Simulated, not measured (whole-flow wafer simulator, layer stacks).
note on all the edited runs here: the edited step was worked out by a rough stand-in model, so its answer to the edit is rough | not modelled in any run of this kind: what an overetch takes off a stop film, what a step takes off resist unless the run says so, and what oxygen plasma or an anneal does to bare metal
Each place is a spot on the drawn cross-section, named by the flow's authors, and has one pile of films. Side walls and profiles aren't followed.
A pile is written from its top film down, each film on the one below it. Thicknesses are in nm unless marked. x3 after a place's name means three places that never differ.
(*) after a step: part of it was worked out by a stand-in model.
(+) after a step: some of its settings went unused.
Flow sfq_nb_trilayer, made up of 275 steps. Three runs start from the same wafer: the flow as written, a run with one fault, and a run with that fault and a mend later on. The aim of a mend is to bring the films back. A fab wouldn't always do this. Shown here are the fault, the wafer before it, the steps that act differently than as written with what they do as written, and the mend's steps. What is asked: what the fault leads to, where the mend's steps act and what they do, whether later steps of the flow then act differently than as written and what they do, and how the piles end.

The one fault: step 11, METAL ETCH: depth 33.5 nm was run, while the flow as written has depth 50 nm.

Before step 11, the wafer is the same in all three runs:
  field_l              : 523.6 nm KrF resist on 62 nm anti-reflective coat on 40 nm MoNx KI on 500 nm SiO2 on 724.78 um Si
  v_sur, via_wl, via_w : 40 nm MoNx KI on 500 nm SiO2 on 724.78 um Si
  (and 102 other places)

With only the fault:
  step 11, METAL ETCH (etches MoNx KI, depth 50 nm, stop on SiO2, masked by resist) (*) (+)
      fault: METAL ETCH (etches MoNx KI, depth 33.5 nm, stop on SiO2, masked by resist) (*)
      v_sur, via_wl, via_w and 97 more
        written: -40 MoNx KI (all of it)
        fault: -33.5 MoNx KI
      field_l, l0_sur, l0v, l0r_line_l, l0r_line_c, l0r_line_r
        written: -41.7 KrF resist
        fault: -27.9 KrF resist
  Later steps of the flow acting differently than as written (8 more steps, not shown, differ only slightly: by at most 2% or 0.5 nm, whichever is larger):
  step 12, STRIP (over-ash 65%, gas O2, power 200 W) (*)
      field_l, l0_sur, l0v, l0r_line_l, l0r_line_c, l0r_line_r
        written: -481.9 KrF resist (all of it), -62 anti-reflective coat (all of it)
        fault: -495.6 KrF resist (all of it), -62 anti-reflective coat (all of it)
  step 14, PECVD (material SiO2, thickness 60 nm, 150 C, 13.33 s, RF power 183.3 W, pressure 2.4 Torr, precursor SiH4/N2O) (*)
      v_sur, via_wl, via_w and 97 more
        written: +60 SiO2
        fault: +60 SiO2 (new film)
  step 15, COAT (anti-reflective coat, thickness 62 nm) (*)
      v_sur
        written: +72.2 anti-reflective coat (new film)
        fault: +70.6 anti-reflective coat (new film)
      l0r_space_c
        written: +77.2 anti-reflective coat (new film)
        fault: +74.8 anti-reflective coat (new film)
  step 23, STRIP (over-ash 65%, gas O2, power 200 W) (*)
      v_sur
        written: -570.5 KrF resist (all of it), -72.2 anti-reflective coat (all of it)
        fault: -568.6 KrF resist (all of it), -70.6 anti-reflective coat (all of it)
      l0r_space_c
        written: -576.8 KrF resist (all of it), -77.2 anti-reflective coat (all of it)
        fault: -573.9 KrF resist (all of it), -74.8 anti-reflective coat (all of it)
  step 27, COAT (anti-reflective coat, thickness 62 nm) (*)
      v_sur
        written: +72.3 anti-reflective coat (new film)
        fault: +70.7 anti-reflective coat (new film)
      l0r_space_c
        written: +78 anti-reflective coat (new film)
        fault: +75.3 anti-reflective coat (new film)
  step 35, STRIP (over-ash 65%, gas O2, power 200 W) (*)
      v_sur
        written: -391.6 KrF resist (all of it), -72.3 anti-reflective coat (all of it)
        fault: -390 KrF resist (all of it), -70.7 anti-reflective coat (all of it)
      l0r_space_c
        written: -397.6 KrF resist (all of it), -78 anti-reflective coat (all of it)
        fault: -395.1 KrF resist (all of it), -75.3 anti-reflective coat (all of it)
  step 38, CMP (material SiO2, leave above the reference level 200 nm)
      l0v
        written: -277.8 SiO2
        fault: -271.3 SiO2
  The piles end different from the flow's at v_sur, via_wl, via_w and 97 more by more than 2% or 0.5 nm, whichever is larger.
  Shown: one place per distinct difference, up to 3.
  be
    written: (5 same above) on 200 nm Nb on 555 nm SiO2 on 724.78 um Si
    fault: (5 same above) on 200 nm Nb on 55 nm SiO2 on 6.5 nm MoNx KI on 500 nm SiO2 on 724.78 um Si
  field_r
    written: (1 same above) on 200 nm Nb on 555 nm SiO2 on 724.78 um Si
    fault: (1 same above) on 200 nm Nb on 55 nm SiO2 on 6.5 nm MoNx KI on 500 nm SiO2 on 724.78 um Si
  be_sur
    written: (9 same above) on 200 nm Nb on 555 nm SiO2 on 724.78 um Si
    fault: (9 same above) on 200 nm Nb on 55 nm SiO2 on 6.5 nm MoNx KI on 500 nm SiO2 on 724.78 um Si

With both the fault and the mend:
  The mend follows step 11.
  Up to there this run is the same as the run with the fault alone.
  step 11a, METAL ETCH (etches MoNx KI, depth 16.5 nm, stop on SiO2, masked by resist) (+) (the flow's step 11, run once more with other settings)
      v_sur, via_wl, via_w and 97 more
        -6.5 MoNx KI (all of it)
      field_l, l0_sur, l0v, l0r_line_l, l0r_line_c, l0r_line_r
        -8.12 KrF resist
  Later steps of the flow that are run all act as written at every place that is followed, up to a difference of at most 2% or 0.5 nm, whichever is larger.
  At every place that both follow, the piles at the end match the flow's.
